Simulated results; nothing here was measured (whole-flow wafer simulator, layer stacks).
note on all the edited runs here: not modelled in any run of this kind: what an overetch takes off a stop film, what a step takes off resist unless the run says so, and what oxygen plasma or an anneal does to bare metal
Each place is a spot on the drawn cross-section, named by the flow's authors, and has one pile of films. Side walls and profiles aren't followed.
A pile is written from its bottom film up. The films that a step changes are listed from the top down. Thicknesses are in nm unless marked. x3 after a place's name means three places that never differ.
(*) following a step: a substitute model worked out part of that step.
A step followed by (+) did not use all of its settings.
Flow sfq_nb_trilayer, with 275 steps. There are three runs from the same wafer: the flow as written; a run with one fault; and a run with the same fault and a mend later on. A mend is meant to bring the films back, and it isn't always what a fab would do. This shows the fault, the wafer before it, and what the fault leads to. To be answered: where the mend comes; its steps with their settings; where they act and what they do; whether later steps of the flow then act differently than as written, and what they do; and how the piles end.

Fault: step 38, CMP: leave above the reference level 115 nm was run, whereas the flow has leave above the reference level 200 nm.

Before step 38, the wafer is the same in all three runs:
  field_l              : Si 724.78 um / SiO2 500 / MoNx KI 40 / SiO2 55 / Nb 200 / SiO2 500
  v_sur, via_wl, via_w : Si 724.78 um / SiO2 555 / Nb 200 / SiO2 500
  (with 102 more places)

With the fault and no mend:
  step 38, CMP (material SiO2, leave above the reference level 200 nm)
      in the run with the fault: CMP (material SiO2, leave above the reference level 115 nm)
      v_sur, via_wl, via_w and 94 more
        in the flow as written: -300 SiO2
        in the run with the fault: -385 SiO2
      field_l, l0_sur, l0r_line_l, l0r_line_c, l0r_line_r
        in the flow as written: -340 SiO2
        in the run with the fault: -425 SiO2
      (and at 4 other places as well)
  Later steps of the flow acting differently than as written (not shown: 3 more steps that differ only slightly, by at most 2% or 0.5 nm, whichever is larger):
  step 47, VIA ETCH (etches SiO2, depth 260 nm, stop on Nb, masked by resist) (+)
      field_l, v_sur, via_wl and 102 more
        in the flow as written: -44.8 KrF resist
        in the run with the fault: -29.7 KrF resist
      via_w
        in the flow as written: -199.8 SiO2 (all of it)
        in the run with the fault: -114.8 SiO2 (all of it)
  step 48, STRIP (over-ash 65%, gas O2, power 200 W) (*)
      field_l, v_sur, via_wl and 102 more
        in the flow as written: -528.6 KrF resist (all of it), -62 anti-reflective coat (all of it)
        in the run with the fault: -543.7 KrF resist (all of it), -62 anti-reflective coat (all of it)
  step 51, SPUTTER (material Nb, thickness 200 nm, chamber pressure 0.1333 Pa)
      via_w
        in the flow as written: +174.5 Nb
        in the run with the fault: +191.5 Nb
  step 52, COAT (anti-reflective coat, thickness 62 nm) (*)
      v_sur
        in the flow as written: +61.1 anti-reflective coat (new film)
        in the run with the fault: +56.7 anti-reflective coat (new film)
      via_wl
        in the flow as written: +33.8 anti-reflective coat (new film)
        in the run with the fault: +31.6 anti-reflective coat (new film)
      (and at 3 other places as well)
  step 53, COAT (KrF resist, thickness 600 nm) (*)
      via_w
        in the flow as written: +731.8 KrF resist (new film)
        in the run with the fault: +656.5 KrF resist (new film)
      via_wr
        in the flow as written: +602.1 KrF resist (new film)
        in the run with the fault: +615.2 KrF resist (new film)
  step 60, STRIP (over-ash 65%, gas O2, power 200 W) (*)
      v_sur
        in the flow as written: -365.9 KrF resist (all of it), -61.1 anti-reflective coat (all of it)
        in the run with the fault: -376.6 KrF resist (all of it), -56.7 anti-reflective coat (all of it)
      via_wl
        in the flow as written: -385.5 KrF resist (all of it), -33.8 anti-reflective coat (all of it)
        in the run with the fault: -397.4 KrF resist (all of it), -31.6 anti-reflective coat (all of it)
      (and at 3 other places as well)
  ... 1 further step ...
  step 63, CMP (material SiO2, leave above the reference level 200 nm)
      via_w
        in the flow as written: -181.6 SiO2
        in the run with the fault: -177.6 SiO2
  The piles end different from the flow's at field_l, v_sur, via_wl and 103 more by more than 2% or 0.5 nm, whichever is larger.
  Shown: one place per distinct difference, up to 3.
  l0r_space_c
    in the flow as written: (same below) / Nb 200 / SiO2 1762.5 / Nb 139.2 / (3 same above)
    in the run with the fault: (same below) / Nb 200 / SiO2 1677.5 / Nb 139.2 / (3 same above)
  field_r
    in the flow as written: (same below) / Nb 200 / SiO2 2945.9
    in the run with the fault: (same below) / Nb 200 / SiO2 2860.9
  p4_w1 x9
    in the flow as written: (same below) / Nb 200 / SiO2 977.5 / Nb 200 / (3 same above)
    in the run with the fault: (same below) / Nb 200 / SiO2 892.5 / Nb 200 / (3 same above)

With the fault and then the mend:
  After step 45 comes the mend.
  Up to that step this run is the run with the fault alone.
  step 45a, STRIP (over-ash 65%, gas O2, power 200 W) (*)
      field_l, v_sur, via_wl and 102 more
        -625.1 KrF resist (all of it), -62 anti-reflective coat (all of it)
      via_w
        -62 anti-reflective coat (all of it)
  step 45b, PECVD (material SiO2, thickness 85 nm, 150 C, 18.89 s, RF power 183.3 W, pressure 2.4 Torr, precursor SiH4/N2O) (a further turn of the flow's step 37, with different settings)
      field_l, v_sur, via_wl and 103 more
        +85 SiO2
  step 45c, COAT (anti-reflective coat, thickness 62 nm) (a further turn of the flow's step 40)
      field_l, v_sur, via_wl and 103 more
        +62 anti-reflective coat (new film)
  step 45d, COAT (KrF resist, thickness 650 nm) (a further turn of the flow's step 41)
      field_l, v_sur, via_wl and 103 more
        +650 KrF resist (new film)
  step 45e, SOFTBAKE (KrF resist) (a further turn of the flow's step 42)
      does not change any film at any place that is followed
  step 45f, EXPOSE (photomask I0, dose 11.91 mJ/cm2, NA 0.6, wavelength 248 nm) (*) (a further turn of the flow's step 43)
      does not change any film at any place that is followed
  step 45g, PEB (KrF resist, 90 s) (a further turn of the flow's step 44)
      field_l, v_sur, via_wl and 103 more
        -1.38 KrF resist
  step 45h, DEVELOP (KrF resist, thickness 650 nm, 60 s) (a further turn of the flow's step 45)
      field_l, v_sur, via_wl and 102 more
        -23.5 KrF resist
      via_w
        -648.6 KrF resist (all of it)
  Every later step of the flow that is run acts as written at every place that is followed.
  By the end, the piles equal the flow's at every place that both follow.
